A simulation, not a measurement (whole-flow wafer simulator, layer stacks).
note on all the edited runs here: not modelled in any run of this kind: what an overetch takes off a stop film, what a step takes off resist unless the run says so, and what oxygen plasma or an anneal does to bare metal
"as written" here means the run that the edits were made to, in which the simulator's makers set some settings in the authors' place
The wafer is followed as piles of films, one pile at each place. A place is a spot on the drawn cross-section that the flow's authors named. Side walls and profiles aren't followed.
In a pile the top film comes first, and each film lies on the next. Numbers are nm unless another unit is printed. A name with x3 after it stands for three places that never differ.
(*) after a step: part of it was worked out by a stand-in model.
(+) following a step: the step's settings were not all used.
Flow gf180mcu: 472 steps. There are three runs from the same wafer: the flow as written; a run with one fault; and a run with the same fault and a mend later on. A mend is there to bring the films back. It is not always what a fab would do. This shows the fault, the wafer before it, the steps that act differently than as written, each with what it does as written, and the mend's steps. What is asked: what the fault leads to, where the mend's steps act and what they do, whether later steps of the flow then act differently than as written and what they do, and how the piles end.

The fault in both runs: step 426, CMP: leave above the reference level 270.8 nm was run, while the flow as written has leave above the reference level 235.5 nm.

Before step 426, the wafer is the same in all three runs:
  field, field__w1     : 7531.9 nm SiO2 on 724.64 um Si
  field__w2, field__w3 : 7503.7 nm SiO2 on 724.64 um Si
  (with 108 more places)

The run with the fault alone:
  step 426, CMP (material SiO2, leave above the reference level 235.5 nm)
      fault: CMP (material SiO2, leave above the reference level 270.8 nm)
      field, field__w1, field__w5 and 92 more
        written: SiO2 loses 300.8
        fault: SiO2 loses 265.5
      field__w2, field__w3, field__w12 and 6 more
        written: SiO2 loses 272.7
        fault: SiO2 loses 237.4
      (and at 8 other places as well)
  Later steps of the flow acting differently than as written (2 more steps, not shown, differ only slightly: by at most 2% or 0.5 nm, whichever is larger):
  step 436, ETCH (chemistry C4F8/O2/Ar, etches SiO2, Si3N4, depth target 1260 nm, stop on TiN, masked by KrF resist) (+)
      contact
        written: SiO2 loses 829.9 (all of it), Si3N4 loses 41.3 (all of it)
        fault: SiO2 loses 865.2 (all of it), Si3N4 loses 41.3 (all of it)
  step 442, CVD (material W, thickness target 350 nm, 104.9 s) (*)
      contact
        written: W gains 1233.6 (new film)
        fault: W gains 1269.2 (new film)
  The piles end different from the flow's at field__w8, contact, m1, m1__w1, mim, m1_nw by more than 2% or 0.5 nm, whichever is larger.
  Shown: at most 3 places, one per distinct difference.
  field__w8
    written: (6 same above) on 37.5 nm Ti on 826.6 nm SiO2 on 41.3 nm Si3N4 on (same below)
    fault: (6 same above) on 37.5 nm Ti on 861.9 nm SiO2 on 41.3 nm Si3N4 on (same below)
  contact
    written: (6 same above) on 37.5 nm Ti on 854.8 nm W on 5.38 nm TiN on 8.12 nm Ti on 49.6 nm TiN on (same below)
    fault: (6 same above) on 37.5 nm Ti on 890.4 nm W on 5.27 nm TiN on 7.96 nm Ti on 49.6 nm TiN on (same below)
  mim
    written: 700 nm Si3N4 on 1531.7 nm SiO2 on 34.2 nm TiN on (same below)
    fault: 700 nm Si3N4 on 1567 nm SiO2 on 34.2 nm TiN on (same below)

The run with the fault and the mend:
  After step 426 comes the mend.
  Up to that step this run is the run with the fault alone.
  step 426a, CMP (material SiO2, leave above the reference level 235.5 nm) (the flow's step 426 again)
      field, field__w1, field__w2 and 109 more
        SiO2 loses 35.3
  Later steps of the flow that are run all act as written at every place that is followed.
  At every place that both follow, the piles at the end match the flow's.
